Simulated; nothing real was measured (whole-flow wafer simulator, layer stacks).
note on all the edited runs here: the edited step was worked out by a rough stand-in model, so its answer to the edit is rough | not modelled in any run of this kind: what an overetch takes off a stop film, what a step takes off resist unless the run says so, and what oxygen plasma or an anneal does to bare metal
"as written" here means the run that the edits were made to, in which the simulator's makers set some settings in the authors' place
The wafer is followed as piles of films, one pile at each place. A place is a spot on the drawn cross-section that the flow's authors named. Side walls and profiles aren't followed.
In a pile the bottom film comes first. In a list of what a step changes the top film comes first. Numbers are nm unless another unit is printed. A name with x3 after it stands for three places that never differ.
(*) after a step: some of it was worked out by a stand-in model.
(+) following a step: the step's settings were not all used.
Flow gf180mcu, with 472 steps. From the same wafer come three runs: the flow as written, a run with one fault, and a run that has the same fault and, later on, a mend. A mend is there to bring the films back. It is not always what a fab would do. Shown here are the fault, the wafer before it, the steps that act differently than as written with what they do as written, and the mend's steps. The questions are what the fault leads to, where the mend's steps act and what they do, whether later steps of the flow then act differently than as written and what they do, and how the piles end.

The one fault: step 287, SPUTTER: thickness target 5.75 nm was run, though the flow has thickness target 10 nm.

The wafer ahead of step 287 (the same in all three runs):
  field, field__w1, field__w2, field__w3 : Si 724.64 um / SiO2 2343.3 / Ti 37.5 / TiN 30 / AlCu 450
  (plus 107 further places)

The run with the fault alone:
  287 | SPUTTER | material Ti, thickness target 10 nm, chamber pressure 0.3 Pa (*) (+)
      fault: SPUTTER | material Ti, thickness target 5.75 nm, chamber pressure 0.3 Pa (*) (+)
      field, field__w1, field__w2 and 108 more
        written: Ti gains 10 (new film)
        fault: Ti gains 5.75 (new film)
  Steps later in the flow that act otherwise than as written (5 other steps are not shown; they differ only slightly, by no more than 2% or 0.5 nm, whichever is larger):
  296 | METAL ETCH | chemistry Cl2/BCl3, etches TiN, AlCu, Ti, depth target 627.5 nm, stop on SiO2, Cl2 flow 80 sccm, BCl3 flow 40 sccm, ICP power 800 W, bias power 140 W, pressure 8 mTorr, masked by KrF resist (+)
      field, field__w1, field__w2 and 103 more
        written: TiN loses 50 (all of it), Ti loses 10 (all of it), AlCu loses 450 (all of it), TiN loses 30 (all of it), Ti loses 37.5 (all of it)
        fault: TiN loses 50 (all of it), Ti loses 5.75 (all of it), AlCu loses 450 (all of it), TiN loses 30 (all of it), Ti loses 37.5 (all of it)
  By the end, the piles at field__w8, contact, m1, m1__w1, m1_nw depart from the flow's by more than 2% or 0.5 nm, whichever is larger.
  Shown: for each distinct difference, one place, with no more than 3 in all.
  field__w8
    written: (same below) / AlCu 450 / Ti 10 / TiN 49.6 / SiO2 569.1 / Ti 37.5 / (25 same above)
    fault: (same below) / AlCu 450 / Ti 5.75 / TiN 49.6 / SiO2 573.4 / Ti 37.5 / (25 same above)
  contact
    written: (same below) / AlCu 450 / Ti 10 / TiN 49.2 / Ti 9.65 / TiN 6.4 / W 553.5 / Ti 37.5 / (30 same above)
    fault: (same below) / AlCu 450 / Ti 5.75 / TiN 49.2 / Ti 9.63 / TiN 6.39 / W 557.8 / Ti 37.5 / (30 same above)

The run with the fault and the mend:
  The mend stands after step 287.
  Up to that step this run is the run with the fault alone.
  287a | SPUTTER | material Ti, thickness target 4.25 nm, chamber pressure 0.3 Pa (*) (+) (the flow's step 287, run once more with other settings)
      field, field__w1, field__w2 and 108 more
        Ti gains 4.25
  Later steps of the flow that are run all act as written at every place that is followed.
  At every place that both follow, the piles at the end match the flow's.
